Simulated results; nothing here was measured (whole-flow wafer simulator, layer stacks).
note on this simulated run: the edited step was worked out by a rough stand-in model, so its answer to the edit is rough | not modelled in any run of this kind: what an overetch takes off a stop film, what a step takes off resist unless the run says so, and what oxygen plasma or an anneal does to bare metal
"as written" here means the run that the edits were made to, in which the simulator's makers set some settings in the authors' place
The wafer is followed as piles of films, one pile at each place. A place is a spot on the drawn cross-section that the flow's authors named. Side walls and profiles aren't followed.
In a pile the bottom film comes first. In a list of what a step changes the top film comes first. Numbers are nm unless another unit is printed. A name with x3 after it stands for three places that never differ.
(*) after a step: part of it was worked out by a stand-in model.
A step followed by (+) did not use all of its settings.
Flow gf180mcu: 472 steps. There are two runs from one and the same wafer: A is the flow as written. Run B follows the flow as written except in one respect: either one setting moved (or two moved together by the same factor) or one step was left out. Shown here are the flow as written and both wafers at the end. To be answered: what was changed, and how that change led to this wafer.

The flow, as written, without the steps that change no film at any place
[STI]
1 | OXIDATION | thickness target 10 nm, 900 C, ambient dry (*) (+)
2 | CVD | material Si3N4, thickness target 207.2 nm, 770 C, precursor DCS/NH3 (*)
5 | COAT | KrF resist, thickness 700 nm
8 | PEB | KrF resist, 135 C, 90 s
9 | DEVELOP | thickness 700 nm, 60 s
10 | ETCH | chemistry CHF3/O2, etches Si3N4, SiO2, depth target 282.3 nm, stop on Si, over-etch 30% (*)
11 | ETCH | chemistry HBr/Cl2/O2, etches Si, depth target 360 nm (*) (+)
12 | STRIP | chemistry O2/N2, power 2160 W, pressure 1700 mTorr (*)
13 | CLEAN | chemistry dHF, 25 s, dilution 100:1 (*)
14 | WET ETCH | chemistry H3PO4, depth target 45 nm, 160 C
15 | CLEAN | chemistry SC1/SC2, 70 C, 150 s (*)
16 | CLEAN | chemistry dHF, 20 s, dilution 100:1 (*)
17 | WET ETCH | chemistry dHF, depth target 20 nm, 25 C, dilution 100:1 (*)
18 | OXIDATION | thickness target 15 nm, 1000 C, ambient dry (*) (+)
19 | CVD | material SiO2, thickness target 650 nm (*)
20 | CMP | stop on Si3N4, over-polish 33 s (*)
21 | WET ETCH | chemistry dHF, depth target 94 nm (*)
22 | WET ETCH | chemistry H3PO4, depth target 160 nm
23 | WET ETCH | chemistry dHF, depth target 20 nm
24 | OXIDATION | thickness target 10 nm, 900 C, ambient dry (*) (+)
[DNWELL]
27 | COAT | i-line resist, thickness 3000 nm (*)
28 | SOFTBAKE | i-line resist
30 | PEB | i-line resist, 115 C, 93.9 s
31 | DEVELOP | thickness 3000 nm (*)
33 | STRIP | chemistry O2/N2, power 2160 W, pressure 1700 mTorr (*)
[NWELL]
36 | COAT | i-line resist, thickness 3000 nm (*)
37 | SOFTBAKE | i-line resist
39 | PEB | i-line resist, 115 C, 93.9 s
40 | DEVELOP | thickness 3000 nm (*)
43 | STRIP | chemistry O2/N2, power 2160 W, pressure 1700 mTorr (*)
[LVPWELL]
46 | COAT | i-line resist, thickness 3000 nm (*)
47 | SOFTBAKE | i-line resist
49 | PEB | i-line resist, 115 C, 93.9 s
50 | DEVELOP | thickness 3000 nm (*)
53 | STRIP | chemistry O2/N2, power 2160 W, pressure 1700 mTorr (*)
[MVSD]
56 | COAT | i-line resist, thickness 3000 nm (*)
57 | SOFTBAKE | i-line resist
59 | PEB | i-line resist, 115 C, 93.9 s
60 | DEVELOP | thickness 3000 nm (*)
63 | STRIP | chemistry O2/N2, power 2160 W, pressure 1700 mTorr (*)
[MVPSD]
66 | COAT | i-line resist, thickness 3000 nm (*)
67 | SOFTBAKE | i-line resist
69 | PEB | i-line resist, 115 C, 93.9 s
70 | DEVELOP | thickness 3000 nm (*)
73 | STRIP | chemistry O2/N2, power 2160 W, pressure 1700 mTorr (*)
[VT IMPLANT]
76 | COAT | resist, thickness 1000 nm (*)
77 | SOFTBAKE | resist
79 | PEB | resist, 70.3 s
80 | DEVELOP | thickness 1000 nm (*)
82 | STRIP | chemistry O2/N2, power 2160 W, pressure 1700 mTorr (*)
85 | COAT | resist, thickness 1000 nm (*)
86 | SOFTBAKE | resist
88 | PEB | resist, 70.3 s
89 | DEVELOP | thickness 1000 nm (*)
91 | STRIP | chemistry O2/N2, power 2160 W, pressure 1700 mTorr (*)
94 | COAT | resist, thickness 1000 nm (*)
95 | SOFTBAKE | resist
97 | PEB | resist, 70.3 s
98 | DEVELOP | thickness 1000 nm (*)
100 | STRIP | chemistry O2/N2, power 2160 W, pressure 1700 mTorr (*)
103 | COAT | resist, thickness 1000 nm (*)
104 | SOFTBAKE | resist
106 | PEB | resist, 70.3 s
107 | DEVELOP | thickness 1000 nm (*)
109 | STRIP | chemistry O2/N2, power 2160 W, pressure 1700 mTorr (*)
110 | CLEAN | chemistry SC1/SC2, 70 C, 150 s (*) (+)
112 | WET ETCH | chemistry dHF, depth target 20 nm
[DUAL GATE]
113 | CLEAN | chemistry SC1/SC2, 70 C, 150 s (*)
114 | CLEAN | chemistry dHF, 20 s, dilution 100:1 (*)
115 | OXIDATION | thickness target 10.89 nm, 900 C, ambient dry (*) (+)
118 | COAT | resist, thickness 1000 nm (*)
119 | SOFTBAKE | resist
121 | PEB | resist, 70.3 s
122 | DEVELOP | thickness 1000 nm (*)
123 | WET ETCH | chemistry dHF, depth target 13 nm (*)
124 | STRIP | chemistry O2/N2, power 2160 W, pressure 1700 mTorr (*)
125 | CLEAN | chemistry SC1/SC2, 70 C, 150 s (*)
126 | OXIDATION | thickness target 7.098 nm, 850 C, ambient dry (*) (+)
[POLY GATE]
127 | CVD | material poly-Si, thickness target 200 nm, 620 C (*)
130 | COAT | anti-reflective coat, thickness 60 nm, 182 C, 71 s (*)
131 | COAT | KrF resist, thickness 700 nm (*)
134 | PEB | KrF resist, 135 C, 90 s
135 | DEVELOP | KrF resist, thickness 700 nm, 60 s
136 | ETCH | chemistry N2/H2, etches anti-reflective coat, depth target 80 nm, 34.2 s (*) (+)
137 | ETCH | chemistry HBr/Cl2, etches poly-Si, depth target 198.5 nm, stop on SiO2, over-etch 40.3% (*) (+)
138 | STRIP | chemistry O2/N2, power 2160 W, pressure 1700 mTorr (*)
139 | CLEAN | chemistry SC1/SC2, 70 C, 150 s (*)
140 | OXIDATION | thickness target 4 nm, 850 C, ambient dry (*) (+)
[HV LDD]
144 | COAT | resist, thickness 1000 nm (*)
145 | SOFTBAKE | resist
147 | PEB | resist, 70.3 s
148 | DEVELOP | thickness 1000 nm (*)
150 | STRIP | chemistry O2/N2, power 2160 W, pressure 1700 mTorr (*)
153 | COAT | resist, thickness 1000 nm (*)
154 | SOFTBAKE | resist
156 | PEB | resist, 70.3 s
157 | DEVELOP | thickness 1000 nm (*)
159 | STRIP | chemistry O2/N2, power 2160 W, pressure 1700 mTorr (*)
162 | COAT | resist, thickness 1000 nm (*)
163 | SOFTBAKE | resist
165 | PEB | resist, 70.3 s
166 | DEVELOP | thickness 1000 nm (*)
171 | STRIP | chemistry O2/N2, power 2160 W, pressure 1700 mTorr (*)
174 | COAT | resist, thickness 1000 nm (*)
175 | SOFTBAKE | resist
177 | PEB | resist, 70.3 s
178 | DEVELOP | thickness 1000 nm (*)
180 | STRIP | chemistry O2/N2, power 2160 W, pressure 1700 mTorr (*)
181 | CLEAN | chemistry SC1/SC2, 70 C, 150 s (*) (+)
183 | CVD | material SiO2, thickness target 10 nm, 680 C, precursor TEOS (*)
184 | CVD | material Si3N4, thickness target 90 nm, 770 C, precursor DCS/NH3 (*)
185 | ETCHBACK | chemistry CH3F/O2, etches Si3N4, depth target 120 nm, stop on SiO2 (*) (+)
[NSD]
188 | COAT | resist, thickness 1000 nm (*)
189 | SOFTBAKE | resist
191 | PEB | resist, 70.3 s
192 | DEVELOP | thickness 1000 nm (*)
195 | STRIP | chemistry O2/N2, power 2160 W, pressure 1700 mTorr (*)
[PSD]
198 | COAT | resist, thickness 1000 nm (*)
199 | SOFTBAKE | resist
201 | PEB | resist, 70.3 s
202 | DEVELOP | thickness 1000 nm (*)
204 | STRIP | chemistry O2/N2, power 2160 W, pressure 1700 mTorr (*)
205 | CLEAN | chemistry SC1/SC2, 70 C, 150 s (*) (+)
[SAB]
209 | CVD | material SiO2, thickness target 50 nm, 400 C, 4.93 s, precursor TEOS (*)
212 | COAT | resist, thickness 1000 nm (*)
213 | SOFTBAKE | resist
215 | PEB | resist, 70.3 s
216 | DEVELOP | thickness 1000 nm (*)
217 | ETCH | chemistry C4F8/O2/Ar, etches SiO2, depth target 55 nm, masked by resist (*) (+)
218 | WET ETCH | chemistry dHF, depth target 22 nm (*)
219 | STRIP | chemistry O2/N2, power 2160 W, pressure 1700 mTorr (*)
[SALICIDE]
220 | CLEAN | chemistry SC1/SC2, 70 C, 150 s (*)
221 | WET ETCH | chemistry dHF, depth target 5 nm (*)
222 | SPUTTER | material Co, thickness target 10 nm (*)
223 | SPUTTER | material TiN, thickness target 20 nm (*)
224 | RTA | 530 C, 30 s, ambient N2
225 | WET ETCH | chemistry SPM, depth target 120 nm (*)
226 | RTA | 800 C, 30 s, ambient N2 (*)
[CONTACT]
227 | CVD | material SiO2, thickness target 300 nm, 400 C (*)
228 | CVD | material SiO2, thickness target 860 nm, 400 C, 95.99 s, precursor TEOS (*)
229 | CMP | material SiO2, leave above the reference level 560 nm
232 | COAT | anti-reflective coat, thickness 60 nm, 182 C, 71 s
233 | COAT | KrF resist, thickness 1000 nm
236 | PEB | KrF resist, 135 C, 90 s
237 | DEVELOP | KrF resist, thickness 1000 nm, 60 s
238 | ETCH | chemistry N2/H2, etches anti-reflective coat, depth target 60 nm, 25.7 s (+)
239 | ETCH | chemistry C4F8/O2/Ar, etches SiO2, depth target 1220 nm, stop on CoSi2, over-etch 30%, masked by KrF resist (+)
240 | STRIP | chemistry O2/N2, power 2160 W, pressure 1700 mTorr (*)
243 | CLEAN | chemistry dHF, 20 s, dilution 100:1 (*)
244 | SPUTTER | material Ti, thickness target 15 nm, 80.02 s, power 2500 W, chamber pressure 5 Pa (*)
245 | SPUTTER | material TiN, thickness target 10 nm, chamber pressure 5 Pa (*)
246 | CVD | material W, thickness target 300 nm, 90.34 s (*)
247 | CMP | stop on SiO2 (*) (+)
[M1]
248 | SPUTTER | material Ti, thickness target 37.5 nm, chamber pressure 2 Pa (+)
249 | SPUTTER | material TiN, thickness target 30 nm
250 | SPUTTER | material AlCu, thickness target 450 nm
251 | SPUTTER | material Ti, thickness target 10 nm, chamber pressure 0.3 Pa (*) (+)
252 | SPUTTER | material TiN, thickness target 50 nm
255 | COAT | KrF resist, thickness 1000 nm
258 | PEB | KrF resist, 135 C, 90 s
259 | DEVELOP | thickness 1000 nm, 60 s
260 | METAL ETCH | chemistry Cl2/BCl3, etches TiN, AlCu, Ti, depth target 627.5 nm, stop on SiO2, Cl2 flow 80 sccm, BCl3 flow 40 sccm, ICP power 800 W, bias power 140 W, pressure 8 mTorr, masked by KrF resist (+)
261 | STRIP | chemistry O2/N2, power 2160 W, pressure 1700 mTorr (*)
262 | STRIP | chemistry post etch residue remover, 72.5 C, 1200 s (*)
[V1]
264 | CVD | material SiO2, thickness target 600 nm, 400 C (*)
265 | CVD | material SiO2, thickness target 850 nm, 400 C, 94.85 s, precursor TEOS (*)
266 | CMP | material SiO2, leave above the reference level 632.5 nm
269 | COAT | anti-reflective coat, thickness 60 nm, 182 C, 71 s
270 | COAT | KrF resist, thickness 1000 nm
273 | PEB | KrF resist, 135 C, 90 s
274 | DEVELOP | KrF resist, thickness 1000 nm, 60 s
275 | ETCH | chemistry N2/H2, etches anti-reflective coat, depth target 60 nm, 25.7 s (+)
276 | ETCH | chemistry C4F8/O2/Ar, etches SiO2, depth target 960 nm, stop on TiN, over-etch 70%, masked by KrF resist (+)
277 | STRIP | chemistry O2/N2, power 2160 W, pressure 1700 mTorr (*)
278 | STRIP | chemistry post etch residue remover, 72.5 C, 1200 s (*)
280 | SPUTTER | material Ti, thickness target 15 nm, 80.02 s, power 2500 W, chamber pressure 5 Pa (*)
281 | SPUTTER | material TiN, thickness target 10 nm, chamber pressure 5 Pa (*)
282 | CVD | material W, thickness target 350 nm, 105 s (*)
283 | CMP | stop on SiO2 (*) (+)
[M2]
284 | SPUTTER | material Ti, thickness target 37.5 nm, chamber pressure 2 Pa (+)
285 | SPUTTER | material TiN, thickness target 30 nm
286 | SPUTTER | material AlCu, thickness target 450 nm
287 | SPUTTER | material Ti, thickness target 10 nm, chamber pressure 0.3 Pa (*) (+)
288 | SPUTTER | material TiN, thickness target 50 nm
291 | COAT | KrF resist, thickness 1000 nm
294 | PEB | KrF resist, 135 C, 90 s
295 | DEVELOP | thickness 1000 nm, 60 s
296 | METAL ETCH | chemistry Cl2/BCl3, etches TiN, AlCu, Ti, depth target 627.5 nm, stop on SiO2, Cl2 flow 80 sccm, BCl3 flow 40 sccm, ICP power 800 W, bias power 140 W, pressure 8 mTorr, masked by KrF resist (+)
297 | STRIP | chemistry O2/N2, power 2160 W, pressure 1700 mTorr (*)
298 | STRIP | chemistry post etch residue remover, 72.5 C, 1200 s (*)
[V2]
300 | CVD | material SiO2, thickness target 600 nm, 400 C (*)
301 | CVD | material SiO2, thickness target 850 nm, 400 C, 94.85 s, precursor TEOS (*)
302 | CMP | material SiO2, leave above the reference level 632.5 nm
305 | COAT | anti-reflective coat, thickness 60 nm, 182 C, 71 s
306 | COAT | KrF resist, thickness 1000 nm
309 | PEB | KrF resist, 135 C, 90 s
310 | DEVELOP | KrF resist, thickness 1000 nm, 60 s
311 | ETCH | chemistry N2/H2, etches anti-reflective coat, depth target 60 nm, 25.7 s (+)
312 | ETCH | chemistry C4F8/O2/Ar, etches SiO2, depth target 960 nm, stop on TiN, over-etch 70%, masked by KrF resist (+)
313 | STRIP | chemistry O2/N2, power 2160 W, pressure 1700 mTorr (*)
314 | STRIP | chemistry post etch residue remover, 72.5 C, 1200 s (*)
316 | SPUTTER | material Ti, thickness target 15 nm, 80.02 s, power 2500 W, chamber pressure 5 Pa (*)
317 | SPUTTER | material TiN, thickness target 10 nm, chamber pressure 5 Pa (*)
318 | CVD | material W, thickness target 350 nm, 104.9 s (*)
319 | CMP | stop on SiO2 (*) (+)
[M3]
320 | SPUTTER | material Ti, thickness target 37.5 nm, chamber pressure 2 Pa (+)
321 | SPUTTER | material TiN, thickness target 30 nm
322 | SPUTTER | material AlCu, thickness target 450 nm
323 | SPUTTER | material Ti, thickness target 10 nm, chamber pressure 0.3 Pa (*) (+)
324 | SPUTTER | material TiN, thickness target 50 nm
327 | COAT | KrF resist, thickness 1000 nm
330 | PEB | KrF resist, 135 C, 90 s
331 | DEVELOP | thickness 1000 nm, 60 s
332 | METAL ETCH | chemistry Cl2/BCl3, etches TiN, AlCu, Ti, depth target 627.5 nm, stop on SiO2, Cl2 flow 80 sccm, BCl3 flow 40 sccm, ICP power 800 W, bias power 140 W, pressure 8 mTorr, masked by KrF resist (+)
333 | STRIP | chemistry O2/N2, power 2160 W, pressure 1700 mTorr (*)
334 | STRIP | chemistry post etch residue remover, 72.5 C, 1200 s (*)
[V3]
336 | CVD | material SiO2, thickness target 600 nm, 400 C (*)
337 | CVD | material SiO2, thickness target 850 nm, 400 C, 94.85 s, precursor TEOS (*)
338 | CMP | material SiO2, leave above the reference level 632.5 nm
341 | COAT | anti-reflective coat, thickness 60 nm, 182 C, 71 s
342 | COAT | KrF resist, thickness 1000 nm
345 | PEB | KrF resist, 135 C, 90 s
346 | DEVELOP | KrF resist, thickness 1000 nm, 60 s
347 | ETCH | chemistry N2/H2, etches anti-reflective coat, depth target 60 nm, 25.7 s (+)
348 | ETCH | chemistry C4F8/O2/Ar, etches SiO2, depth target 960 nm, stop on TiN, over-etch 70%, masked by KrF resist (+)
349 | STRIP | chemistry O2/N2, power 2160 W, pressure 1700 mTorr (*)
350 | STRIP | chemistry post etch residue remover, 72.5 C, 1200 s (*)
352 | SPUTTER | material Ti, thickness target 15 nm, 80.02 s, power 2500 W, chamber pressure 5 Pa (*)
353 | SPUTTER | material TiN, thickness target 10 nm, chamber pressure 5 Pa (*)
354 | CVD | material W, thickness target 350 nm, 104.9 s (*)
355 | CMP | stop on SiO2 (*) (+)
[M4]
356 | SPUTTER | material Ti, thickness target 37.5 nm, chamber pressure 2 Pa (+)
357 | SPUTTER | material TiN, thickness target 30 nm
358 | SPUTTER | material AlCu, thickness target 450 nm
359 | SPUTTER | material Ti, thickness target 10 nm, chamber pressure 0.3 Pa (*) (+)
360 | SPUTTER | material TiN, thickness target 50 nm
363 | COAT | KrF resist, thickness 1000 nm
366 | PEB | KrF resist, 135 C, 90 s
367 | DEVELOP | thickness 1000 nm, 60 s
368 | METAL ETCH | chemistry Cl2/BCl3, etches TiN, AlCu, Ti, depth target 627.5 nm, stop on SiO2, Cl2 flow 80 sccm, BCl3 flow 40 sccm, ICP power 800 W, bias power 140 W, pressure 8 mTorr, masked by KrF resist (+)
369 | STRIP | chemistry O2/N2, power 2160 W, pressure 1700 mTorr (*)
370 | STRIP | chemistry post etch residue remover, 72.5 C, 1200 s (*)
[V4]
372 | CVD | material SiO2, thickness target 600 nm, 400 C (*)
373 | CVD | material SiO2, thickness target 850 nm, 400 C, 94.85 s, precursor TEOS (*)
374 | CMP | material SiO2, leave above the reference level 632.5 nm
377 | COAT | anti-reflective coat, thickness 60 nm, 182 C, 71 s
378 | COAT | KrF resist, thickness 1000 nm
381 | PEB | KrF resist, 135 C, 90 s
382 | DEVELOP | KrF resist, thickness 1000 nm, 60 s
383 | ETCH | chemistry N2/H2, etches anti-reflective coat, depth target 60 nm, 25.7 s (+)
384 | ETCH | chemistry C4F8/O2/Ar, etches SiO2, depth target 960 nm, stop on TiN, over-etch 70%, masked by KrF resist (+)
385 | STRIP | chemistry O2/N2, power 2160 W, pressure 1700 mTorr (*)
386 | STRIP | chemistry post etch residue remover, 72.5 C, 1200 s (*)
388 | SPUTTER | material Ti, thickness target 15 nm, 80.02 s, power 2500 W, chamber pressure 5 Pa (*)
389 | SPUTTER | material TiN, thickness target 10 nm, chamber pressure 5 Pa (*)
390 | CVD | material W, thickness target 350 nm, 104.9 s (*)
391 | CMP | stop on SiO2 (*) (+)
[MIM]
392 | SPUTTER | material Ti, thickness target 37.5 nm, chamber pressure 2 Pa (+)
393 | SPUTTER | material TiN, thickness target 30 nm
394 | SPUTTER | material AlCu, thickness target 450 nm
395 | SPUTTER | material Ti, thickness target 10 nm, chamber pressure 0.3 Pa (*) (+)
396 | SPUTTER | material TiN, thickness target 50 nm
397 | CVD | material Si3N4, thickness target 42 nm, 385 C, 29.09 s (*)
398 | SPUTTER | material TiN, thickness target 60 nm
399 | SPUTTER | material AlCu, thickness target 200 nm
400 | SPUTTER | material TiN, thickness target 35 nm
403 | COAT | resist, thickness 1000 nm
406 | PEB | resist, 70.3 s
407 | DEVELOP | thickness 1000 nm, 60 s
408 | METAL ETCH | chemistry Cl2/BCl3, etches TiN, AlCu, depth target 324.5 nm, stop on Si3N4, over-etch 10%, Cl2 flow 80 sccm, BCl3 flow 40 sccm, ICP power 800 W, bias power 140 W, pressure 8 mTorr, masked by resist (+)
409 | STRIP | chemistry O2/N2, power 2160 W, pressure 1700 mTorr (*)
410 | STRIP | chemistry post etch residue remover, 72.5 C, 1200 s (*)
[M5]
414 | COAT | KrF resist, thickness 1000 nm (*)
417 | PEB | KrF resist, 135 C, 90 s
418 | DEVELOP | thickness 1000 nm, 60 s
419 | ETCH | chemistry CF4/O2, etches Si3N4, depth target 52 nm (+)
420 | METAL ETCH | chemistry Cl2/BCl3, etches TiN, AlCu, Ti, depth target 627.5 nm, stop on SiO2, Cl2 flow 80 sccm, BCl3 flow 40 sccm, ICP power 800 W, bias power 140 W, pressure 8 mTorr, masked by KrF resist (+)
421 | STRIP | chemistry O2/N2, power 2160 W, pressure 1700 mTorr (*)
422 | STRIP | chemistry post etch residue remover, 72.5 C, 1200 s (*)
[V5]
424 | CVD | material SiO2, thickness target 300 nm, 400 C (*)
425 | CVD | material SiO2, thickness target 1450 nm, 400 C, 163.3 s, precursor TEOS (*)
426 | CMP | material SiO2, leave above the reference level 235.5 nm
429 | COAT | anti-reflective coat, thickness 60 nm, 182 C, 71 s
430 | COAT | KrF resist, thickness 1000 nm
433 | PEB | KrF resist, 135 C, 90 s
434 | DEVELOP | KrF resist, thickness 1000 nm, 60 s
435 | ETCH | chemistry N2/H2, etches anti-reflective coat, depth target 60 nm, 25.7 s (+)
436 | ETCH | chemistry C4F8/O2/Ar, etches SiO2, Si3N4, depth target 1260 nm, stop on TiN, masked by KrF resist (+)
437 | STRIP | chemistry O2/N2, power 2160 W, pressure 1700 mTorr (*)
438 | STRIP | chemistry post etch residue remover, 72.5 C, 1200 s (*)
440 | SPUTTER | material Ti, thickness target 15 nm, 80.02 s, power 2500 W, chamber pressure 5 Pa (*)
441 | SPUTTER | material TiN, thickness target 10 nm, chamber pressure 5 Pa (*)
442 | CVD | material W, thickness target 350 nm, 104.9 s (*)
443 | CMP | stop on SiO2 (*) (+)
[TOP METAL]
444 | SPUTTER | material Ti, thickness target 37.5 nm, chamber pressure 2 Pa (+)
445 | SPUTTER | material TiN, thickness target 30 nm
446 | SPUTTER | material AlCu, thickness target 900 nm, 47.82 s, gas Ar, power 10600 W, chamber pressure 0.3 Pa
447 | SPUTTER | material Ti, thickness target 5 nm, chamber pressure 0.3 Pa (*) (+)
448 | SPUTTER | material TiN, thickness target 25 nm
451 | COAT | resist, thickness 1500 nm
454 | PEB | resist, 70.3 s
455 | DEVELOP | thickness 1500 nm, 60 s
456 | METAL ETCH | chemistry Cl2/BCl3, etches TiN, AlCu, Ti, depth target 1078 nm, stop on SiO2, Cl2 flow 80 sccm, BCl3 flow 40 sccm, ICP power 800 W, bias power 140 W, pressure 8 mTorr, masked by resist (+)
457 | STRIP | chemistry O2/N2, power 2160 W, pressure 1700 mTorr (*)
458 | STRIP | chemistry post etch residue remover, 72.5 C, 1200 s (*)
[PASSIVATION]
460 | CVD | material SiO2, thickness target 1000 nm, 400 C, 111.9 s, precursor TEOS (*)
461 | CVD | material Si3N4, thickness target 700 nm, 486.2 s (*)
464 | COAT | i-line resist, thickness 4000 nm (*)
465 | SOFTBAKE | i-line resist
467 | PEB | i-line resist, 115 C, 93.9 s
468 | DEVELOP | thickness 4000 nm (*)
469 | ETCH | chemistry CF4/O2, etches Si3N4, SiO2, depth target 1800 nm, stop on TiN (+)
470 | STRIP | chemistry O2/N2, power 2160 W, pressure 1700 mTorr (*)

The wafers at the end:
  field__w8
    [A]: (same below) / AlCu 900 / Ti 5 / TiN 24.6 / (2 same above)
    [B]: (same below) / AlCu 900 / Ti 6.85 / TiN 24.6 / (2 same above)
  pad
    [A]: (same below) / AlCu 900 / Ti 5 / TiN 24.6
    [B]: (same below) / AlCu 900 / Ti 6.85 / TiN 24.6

Cause: step 447, SPUTTER: thickness target 6.85 nm was run, though the flow has thickness target 5 nm.
One can read it off the wafer: field__w8 has Ti 6.85, and step 447 as written asks for 5 nm.

The path from the change to this, step by step:
  447 | SPUTTER | material Ti, thickness target 5 nm, chamber pressure 0.3 Pa (*) (+)
      field, field__w1, field__w2 and 109 more: A Ti gains 5 (new film) | B Ti gains 6.85 (new film)
  456 | METAL ETCH | chemistry Cl2/BCl3, etches TiN, AlCu, Ti, depth target 1078 nm, stop on SiO2, Cl2 flow 80 sccm, BCl3 flow 40 sccm, ICP power 800 W, bias power 140 W, pressure 8 mTorr, masked by resist (+)
      field, field__w1, field__w2 and 103 more: A TiN loses 25 (all of it), Ti loses 5 (all of it), AlCu loses 900 (all of it), TiN loses 30 (all of it), Ti loses 37.5 (all of it) | B TiN loses 25 (all of it), Ti loses 6.85 (all of it), AlCu loses 900 (all of it), TiN loses 30 (all of it), Ti loses 37.5 (all of it)
